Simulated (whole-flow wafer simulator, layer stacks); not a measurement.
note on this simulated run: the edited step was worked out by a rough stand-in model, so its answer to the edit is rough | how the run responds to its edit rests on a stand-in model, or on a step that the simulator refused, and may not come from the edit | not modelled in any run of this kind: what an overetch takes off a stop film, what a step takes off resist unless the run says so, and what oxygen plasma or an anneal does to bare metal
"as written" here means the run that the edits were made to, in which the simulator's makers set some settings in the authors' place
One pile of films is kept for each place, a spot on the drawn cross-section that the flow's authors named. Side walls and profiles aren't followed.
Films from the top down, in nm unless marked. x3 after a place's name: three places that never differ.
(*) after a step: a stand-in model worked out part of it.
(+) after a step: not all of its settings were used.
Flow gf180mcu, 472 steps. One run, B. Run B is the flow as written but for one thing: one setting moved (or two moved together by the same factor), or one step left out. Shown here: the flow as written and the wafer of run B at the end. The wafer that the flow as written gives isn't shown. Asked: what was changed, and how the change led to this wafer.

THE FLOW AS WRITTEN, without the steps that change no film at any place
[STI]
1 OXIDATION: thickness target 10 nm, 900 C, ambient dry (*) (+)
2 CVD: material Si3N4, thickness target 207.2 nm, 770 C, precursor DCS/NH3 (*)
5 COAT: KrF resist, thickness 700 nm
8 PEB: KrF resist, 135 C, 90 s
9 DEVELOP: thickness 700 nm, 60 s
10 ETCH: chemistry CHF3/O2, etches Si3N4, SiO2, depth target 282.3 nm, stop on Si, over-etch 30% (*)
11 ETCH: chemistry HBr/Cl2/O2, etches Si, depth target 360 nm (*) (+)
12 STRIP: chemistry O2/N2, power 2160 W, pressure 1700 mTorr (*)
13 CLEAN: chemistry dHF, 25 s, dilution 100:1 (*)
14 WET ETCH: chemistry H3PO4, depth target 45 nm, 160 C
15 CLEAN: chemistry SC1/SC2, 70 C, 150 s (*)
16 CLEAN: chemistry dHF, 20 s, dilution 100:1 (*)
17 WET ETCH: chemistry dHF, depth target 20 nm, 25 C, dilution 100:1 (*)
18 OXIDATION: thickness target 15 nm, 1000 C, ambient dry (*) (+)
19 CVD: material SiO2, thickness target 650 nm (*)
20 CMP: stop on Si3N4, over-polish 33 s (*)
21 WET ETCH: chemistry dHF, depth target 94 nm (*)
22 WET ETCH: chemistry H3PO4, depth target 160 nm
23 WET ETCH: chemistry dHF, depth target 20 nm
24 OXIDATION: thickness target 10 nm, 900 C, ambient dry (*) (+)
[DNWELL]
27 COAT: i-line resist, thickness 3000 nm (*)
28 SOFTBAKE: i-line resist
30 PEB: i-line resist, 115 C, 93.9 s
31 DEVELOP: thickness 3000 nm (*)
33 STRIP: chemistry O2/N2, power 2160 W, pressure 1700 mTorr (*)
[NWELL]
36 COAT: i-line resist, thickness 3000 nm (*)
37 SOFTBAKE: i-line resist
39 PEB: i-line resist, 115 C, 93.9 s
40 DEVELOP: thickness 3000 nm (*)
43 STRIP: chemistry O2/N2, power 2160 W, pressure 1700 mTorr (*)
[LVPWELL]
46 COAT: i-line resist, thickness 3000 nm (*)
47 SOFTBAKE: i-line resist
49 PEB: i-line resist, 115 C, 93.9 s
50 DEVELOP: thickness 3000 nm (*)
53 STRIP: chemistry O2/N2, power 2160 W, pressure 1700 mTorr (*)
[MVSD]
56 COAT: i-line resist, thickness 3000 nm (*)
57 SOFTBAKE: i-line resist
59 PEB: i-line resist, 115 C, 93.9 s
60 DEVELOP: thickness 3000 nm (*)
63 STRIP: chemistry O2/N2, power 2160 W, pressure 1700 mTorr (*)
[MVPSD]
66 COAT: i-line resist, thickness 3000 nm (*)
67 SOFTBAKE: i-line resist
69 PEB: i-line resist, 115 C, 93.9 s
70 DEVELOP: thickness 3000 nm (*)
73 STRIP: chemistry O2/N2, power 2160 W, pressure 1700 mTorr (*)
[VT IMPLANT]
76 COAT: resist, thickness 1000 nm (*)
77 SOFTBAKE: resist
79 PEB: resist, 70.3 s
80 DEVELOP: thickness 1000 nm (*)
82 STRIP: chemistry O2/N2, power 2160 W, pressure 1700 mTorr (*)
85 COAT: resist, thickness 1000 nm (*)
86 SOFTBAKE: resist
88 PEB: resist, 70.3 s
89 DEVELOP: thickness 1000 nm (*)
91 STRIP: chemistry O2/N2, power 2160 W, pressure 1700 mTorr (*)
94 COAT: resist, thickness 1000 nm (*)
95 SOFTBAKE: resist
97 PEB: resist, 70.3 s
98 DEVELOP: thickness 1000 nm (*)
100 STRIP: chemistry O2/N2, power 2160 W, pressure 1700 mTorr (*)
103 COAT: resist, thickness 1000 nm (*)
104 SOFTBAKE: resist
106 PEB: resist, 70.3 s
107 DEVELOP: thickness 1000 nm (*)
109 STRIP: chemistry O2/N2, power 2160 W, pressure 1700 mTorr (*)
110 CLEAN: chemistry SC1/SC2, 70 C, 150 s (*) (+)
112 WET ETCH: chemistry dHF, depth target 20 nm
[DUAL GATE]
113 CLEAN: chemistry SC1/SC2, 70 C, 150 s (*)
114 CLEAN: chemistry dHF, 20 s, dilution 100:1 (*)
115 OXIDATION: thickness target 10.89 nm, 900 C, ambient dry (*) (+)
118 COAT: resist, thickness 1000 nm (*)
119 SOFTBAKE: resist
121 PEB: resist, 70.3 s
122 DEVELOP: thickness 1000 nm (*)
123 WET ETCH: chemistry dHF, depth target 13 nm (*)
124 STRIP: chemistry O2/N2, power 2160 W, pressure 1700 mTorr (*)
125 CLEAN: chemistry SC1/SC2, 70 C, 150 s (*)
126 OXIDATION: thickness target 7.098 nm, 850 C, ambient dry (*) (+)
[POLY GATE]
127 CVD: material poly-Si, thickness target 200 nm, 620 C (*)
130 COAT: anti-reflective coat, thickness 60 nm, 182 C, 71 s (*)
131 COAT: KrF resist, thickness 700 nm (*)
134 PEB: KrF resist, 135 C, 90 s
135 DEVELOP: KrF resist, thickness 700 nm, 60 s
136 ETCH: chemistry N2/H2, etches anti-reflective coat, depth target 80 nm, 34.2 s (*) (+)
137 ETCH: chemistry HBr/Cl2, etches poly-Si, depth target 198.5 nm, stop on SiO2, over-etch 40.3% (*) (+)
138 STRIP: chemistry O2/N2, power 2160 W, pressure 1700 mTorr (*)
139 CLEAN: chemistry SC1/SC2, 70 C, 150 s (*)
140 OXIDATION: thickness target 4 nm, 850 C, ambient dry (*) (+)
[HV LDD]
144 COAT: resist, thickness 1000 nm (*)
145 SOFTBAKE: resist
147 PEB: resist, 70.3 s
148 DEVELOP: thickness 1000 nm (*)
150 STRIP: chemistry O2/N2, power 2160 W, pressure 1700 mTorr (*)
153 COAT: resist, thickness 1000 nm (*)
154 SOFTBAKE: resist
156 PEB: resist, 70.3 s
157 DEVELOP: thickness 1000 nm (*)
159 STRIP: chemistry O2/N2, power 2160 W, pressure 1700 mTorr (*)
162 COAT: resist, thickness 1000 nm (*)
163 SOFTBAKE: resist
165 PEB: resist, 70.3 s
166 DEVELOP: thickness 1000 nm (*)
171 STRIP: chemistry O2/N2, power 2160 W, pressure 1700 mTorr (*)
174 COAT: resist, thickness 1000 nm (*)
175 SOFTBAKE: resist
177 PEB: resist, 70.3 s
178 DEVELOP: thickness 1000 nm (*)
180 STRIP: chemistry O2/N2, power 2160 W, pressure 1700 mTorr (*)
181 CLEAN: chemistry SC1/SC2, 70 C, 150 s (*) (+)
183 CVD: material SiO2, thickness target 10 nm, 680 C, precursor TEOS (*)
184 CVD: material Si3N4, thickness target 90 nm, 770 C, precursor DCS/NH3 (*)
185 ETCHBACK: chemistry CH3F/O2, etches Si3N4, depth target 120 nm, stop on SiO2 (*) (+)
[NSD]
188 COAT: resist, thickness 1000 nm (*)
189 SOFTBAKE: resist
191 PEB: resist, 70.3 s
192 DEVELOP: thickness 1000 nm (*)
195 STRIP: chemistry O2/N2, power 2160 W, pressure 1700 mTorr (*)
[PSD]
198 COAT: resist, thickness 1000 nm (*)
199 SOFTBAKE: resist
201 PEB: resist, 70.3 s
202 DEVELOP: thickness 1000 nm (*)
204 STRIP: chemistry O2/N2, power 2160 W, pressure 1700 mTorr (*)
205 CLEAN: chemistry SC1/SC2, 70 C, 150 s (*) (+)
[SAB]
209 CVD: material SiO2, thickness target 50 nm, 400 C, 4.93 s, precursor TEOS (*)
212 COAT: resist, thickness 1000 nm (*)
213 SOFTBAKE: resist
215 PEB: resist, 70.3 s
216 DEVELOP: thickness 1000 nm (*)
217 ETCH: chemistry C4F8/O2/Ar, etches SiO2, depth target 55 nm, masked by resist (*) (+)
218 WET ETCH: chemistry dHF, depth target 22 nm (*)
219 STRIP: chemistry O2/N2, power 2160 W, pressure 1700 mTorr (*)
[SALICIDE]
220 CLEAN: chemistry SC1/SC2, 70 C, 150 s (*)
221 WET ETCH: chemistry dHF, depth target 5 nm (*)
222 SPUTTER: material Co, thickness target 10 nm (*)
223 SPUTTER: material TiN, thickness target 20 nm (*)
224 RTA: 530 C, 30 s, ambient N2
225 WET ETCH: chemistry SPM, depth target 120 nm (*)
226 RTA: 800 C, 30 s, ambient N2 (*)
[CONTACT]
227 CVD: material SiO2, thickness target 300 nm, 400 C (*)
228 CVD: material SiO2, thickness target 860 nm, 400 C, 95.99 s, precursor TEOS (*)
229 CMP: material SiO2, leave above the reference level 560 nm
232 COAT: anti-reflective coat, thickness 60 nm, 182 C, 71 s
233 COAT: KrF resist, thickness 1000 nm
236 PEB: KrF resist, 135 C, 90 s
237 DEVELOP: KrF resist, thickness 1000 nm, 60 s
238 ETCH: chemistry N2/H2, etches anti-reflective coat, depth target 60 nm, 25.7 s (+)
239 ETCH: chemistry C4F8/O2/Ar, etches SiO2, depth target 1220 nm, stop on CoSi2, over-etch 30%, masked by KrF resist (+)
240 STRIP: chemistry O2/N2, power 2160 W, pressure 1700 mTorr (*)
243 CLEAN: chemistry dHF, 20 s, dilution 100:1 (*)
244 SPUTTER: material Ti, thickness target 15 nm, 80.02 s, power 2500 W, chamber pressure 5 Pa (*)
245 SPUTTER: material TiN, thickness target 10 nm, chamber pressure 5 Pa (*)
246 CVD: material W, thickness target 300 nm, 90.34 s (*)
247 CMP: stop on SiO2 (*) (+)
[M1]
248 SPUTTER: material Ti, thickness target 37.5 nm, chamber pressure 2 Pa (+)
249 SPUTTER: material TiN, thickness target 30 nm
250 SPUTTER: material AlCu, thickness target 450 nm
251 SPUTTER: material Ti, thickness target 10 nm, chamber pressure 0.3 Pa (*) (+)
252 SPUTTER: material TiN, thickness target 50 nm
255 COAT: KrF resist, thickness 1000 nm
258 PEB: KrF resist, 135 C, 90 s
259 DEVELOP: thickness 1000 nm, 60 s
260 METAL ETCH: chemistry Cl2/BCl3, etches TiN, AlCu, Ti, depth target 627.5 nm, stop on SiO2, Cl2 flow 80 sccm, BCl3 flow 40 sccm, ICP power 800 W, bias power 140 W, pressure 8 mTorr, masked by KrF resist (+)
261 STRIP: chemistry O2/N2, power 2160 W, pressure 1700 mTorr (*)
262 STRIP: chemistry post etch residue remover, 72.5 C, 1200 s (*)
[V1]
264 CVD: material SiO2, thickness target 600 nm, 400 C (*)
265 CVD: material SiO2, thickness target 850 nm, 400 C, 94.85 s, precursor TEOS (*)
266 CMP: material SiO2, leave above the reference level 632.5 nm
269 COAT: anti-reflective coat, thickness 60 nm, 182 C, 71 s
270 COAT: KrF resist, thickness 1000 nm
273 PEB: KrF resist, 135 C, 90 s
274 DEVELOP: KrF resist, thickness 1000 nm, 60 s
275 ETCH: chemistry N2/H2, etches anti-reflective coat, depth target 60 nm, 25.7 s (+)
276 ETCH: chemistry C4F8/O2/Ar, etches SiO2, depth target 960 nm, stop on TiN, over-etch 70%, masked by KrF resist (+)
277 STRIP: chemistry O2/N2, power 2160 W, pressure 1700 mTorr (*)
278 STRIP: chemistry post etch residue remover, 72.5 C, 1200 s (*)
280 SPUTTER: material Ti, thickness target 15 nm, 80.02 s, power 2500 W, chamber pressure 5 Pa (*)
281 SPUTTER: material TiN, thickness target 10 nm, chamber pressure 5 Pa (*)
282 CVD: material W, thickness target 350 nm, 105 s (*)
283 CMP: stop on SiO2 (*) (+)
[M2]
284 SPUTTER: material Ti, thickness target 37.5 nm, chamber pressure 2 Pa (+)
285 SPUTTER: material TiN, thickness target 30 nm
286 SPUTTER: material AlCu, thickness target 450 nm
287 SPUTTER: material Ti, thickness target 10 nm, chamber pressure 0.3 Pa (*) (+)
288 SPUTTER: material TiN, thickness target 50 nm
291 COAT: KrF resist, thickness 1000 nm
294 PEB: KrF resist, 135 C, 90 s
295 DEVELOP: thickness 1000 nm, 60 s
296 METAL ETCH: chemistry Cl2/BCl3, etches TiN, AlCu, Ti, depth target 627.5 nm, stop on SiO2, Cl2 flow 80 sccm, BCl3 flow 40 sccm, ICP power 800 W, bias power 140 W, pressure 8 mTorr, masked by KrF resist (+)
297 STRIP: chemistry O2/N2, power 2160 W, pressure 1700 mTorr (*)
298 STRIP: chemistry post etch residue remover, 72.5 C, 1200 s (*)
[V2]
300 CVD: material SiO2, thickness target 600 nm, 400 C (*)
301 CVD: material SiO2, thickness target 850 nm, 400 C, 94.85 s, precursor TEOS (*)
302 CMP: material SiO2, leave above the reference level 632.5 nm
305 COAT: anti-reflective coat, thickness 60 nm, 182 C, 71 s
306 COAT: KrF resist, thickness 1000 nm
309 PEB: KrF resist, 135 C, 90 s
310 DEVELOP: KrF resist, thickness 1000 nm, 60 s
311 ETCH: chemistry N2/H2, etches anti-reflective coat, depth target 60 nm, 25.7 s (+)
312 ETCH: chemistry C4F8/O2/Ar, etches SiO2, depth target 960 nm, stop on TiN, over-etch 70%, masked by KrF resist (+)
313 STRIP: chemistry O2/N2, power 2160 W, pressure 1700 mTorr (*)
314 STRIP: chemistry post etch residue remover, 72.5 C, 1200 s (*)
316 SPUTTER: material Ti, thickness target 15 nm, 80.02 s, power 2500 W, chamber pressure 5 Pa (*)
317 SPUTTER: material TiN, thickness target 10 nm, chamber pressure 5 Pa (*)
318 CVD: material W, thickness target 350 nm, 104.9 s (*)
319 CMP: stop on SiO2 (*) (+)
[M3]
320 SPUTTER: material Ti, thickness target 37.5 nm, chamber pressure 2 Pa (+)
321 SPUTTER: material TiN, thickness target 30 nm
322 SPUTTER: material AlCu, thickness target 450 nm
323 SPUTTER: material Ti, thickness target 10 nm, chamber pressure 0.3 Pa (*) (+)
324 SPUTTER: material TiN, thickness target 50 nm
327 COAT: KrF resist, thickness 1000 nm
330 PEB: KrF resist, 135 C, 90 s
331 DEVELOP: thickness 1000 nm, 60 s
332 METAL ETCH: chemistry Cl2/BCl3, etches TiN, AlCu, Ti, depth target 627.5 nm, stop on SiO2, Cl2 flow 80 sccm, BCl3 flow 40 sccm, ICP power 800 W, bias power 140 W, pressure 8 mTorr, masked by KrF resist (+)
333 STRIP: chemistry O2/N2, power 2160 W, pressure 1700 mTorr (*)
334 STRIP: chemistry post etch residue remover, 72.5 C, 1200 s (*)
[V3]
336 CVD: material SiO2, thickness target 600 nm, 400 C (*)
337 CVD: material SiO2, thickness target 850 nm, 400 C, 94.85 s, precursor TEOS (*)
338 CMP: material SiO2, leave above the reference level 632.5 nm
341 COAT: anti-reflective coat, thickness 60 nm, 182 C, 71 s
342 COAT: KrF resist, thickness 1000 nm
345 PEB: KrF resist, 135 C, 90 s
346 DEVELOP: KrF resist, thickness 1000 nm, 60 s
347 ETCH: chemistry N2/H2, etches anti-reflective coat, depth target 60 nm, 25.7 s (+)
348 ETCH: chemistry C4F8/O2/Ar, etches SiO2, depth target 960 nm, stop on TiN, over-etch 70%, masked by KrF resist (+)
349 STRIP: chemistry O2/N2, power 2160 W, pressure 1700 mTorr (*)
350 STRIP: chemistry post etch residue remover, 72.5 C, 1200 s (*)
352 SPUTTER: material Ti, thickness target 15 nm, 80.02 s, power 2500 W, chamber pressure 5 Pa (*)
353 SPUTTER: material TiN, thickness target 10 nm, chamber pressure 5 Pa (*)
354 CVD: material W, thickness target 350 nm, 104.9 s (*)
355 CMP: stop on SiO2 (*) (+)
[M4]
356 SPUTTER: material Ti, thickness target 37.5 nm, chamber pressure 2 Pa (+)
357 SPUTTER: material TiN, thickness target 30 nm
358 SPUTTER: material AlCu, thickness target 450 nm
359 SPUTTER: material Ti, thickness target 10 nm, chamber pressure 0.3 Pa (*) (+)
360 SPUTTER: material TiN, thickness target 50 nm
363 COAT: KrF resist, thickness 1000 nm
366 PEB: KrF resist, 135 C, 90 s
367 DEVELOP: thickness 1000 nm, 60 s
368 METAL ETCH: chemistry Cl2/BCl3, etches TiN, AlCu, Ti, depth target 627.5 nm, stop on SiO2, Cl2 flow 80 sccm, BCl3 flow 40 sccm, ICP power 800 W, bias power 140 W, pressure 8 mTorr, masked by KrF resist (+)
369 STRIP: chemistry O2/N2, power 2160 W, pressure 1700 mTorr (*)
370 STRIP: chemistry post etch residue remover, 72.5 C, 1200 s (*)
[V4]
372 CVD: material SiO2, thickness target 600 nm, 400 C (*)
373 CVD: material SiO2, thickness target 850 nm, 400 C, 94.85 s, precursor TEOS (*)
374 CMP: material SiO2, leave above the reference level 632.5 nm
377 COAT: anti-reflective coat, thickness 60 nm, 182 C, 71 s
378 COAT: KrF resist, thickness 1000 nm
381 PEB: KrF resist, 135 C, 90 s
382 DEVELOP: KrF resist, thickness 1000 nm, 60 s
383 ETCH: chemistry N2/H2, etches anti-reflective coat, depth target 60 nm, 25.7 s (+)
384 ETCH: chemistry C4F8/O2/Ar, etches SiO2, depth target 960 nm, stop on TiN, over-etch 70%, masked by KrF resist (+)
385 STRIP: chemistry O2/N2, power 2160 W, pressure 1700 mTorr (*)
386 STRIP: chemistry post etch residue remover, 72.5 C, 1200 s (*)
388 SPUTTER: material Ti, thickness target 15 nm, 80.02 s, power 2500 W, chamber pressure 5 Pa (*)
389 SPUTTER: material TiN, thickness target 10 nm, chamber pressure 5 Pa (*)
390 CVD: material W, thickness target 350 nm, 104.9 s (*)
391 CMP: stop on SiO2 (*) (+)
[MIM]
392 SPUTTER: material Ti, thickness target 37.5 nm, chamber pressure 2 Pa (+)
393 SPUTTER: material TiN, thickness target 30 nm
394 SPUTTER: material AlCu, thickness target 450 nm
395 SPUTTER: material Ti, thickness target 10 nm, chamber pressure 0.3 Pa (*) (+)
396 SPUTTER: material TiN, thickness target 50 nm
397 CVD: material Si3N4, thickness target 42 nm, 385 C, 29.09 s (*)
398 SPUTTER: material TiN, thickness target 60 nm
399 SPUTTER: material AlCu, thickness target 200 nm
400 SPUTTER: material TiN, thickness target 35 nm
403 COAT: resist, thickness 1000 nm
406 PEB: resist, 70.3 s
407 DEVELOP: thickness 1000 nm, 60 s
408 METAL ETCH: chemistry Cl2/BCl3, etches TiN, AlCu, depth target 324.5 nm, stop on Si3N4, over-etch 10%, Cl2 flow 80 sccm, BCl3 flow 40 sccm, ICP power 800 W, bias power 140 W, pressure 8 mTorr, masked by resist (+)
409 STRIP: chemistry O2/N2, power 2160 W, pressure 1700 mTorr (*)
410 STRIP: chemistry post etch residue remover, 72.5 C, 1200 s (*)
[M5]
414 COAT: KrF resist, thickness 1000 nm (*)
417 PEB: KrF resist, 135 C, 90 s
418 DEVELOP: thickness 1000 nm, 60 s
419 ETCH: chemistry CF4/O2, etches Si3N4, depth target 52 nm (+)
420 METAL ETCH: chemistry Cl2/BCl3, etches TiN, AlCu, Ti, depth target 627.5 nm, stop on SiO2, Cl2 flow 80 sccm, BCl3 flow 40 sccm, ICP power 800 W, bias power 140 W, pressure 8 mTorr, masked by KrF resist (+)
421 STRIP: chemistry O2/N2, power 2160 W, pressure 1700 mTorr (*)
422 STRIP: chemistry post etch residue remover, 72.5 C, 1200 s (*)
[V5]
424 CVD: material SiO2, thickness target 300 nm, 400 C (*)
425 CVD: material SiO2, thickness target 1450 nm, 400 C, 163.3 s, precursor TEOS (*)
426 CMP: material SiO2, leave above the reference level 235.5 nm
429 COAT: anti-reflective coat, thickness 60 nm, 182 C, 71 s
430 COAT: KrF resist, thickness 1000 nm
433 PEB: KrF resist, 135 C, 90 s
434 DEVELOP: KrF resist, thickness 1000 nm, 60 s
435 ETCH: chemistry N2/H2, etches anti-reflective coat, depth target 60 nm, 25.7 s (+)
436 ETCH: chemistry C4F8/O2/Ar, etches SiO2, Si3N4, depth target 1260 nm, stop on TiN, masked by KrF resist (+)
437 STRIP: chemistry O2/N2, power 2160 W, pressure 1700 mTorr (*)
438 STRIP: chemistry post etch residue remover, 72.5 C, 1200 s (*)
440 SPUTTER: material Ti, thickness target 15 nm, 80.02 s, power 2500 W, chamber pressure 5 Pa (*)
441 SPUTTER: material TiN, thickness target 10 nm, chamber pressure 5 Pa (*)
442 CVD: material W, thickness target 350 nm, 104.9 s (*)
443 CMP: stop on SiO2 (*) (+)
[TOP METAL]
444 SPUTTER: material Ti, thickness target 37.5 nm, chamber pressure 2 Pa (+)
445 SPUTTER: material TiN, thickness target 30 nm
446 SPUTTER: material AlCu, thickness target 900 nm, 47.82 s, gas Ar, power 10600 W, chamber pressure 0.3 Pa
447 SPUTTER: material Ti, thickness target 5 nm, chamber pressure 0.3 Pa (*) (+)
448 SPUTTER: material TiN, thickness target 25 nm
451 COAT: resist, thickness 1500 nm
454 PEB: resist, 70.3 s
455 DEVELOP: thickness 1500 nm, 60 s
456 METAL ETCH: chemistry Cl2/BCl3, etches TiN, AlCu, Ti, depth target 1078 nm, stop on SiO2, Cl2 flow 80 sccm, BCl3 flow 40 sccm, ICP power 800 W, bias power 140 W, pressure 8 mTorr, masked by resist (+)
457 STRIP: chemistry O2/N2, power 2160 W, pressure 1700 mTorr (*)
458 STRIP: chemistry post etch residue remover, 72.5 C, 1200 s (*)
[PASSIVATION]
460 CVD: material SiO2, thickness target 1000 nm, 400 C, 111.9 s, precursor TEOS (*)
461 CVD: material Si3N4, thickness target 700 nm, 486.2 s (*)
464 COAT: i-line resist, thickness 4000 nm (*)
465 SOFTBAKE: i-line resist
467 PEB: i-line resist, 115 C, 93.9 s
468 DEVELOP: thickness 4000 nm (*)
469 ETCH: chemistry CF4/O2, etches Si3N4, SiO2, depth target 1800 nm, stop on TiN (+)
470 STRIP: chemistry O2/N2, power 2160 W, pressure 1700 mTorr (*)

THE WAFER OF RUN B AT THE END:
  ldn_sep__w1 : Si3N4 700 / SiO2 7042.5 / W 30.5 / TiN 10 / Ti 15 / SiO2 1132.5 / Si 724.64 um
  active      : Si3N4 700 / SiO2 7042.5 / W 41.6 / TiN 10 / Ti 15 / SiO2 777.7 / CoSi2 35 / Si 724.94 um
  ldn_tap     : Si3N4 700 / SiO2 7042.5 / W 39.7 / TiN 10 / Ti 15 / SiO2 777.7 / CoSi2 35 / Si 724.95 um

The cause: step 228, CVD: thickness target 473 nm was run, where the flow has thickness target 860 nm; step 228, CVD: 52.8 s was run, where the flow has 95.99 s.

How the change led to this, step by step:
  228 CVD: material SiO2, thickness target 860 nm, 400 C, 95.99 s, precursor TEOS (*)
      field, field__w7, field__w8 and 70 more: SiO2 +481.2 (as written it would be: SiO2 +860)
      field__w3, field__w12: SiO2 +455.4 (as written it would be: SiO2 +807.3)
      (and at 36 more places)
  229 CMP: material SiO2, leave above the reference level 560 nm
      ldn_sep__w1, ldn_sep__w2, ldn_dft and 8 more: nothing (as written it would be: SiO2 -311)
      active, p_well, sd_n, iso_ptap_pw, iso_ntap_nw, iso_ptap_sub, vpnp_e: nothing (as written it would be: SiO2 -299.9)
      (and at 93 more places)
  232 COAT: anti-reflective coat, thickness 60 nm, 182 C, 71 s
      sti, mim_1p0, pad, dice_street: anti-reflective coat +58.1 (new film) (as written it would be: anti-reflective coat +60 (new film))
      field__w3, ldp_drn: anti-reflective coat +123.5 (new film) (as written it would be: anti-reflective coat +60 (new film))
      (and at 97 more places)
  233 COAT: KrF resist, thickness 1000 nm
      p_well, sti, sd_n, mim_1p0, pad, dice_street: KrF resist +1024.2 (new film) (as written it would be: KrF resist +1000 (new film))
      field_sub__w5, ld_drn_p: KrF resist +1023.9 (new film) (as written it would be: KrF resist +1000 (new film))
      (and at 30 more places)
  237 DEVELOP: KrF resist, thickness 1000 nm, 60 s
      polyc_n: KrF resist -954 (all of it) (as written it would be: KrF resist -989.5 (all of it))
      polyc_p: KrF resist -954.4 (all of it) (as written it would be: KrF resist -989.5 (all of it))
  238 ETCH: chemistry N2/H2, etches anti-reflective coat, depth target 60 nm, 25.7 s (+)
      contact: anti-reflective coat -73 (all of it), SiO2 -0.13 (as written it would be: anti-reflective coat -60 (all of it), SiO2 -0.46)
      polyc_n: anti-reflective coat -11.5 (all of it), SiO2 -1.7 (as written it would be: anti-reflective coat -60 (all of it), SiO2 -0.46)
      (and at 1 more place)
  239 ETCH: chemistry C4F8/O2/Ar, etches SiO2, depth target 1220 nm, stop on CoSi2, over-etch 30%, masked by KrF resist (+)
      field, field__w1, field__w2 and 105 more: KrF resist -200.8 (as written it would be: KrF resist -223.5)
      contact: SiO2 -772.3 (all of it) (as written it would be: SiO2 -859.5 (all of it))
  240 STRIP: chemistry O2/N2, power 2160 W, pressure 1700 mTorr (*)
      sti, mim_1p0, pad, dice_street: KrF resist -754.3 (all of it), anti-reflective coat -58.1 (all of it) (as written it would be: KrF resist -707.7 (all of it), anti-reflective coat -60 (all of it))
      p_well, sd_n: KrF resist -754.3 (all of it), anti-reflective coat -55 (all of it) (as written it would be: KrF resist -707.7 (all of it), anti-reflective coat -60 (all of it))
      (and at 101 more places)
  244 SPUTTER: material Ti, thickness target 15 nm, 80.02 s, power 2500 W, chamber pressure 5 Pa (*)
      field__w3: Ti +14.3 (new film) (as written it would be: Ti +15 (new film))
      field__w12: Ti +14 (new film) (as written it would be: Ti +15 (new film))
      (and at 2 more places)
  245 SPUTTER: material TiN, thickness target 10 nm, chamber pressure 5 Pa (*)
      field__w12: TiN +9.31 (new film) (as written it would be: TiN +10 (new film))
      ld_drift_n: TiN +9.41 (new film) (as written it would be: TiN +10 (new film))
      (and at 1 more place)
  246 CVD: material W, thickness target 300 nm, 90.34 s (*)
      contact: W +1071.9 (new film) (as written it would be: W +1167.5 (new film))
  247 CMP: stop on SiO2 (*) (+)
      gate, gate_hv, spacer and 24 more: W -300 (all of it), TiN -10 (all of it), Ti -15 (all of it) (as written it would be: W -300 (all of it), TiN -10 (all of it), Ti -15 (all of it), SiO2 -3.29)
      ldn_sep__w1, ldn_sep__w2, ldn_dft and 8 more: W -257.2 (as written it would be: W -300 (all of it), TiN -10 (all of it), Ti -15 (all of it), SiO2 -3.29)
      (and at 71 more places)
  260 METAL ETCH: chemistry Cl2/BCl3, etches TiN, AlCu, Ti, depth target 627.5 nm, stop on SiO2, Cl2 flow 80 sccm, BCl3 flow 40 sccm, ICP power 800 W, bias power 140 W, pressure 8 mTorr, masked by KrF resist (+)
      field, field__w1, field__w2 and 68 more: TiN -50 (all of it), Ti -10 (all of it), AlCu -450 (all of it), TiN -30 (all of it), Ti -37.5 (all of it), W -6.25 (as written it would be: TiN -50 (all of it), Ti -10 (all of it), AlCu -450 (all of it), TiN -30 (all of it), Ti -37.5 (all of it))
      nw_enc_fld_lv__w1, nw_enc_fld_lv__w4: TiN -50 (all of it), Ti -10 (all of it), AlCu -450 (all of it), TiN -30 (all of it), Ti -37.5 (all of it), W -6.1 (all of it), TiN -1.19 (as written it would be: TiN -50 (all of it), Ti -10 (all of it), AlCu -450 (all of it), TiN -30 (all of it), Ti -37.5 (all of it))
      (and at 4 more places)
  262 STRIP: chemistry post etch residue remover, 72.5 C, 1200 s (*)
      field, field__w1, field__w2 and 67 more: W -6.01 (as written it would be: nothing)
      nplus_u: W -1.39 (all of it), TiN -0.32 (as written it would be: nothing)
  264 CVD: material SiO2, thickness target 600 nm, 400 C (*)
      field, field__w1, field__w2 and 72 more: SiO2 +600 (new film) (as written it would be: SiO2 +600)
  266 CMP: material SiO2, leave above the reference level 632.5 nm
      field, field__w1, field__w2 and 67 more: SiO2 -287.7 (as written it would be: SiO2 -300)
      nw_enc_fld_lv__w1, nw_enc_fld_lv__w4: SiO2 -292.3 (as written it would be: SiO2 -300)
      (and at 5 more places)
Counting metal films that touch as one body, ldn_sep__w1 has 1 body; the flow as written gives 0 bodies.
Counting metal films that touch as one body, active has 2 bodies (between them, from the top down: SiO2 777.7); the flow as written gives 1 body.
Counting metal films that touch as one body, ldn_tap has 2 bodies (between them, from the top down: SiO2 777.7); the flow as written gives 1 body.
